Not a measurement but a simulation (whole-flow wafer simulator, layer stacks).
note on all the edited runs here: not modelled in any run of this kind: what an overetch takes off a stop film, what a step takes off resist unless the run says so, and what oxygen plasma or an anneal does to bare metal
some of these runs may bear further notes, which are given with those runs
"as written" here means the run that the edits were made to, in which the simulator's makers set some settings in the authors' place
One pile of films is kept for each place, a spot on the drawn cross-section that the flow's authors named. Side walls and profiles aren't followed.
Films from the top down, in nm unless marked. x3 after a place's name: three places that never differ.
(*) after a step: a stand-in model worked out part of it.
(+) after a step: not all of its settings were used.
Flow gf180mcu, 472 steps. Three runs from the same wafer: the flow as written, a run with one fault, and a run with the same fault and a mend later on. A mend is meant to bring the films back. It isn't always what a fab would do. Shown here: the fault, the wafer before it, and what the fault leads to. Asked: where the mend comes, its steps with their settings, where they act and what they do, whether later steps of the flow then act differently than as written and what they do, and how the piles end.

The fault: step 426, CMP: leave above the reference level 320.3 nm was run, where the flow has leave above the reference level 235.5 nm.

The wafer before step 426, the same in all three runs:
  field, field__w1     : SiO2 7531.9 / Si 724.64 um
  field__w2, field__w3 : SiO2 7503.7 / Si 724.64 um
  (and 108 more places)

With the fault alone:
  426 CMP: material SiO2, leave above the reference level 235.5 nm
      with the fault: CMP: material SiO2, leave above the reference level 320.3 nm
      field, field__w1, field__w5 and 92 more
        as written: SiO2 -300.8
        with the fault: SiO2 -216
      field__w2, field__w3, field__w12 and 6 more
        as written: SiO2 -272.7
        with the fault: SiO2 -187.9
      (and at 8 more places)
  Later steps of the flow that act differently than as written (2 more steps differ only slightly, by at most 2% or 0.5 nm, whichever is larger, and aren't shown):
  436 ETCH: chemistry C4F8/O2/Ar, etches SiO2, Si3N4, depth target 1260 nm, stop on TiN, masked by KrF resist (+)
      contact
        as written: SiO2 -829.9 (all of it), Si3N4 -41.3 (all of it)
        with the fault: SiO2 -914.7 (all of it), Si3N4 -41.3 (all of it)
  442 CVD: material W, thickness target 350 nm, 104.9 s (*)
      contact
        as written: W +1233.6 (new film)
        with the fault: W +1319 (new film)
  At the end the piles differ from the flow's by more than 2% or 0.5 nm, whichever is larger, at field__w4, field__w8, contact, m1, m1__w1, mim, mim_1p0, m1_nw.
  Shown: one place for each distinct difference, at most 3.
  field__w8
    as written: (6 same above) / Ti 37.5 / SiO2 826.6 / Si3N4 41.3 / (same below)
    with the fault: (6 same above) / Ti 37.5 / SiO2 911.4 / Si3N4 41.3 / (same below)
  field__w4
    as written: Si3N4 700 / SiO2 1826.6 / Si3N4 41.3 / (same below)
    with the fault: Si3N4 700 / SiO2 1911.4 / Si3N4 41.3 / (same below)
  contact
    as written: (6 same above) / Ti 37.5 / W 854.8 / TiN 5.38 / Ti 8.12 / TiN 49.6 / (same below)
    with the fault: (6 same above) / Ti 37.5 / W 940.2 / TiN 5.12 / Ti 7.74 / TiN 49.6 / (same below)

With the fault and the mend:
  The mend comes after step 434.
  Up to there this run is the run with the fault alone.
  434a STRIP: chemistry O2/N2, power 2160 W, pressure 1700 mTorr (*)
      field, field__w1, field__w2 and 108 more
        KrF resist -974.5 (all of it), anti-reflective coat -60 (all of it)
      contact
        anti-reflective coat -60 (all of it)
  434b CMP: material SiO2, leave above the reference level 235.5 nm (the flow's step 426 once more)
      field, field__w1, field__w2 and 109 more
        SiO2 -84.8
  434c HMDS: 120 C, 60 s (the flow's step 428 once more)
      changes no film at any place that is followed
  434d COAT: anti-reflective coat, thickness 60 nm, 182 C, 71 s (the flow's step 429 once more)
      field, field__w1, field__w2 and 109 more
        anti-reflective coat +60 (new film)
  434e COAT: KrF resist, thickness 1000 nm (the flow's step 430 once more)
      field, field__w1, field__w2 and 109 more
        KrF resist +1000 (new film)
  434f SOFTBAKE: KrF resist (the flow's step 431 once more)
      changes no film at any place that is followed
  434g EXPOSE: photomask Via5 (the flow's step 432 once more)
      changes no film at any place that is followed
  434h PEB: KrF resist, 135 C, 90 s (the flow's step 433 once more)
      field, field__w1, field__w2 and 109 more
        KrF resist -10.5
  434i DEVELOP: KrF resist, thickness 1000 nm, 60 s (the flow's step 434 once more)
      field, field__w1, field__w2 and 108 more
        KrF resist -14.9
      contact
        KrF resist -989.5 (all of it)
  No later step of the flow acts differently than as written at any place that is followed.
  At the end the piles are the same as the flow's at every place that both follow.
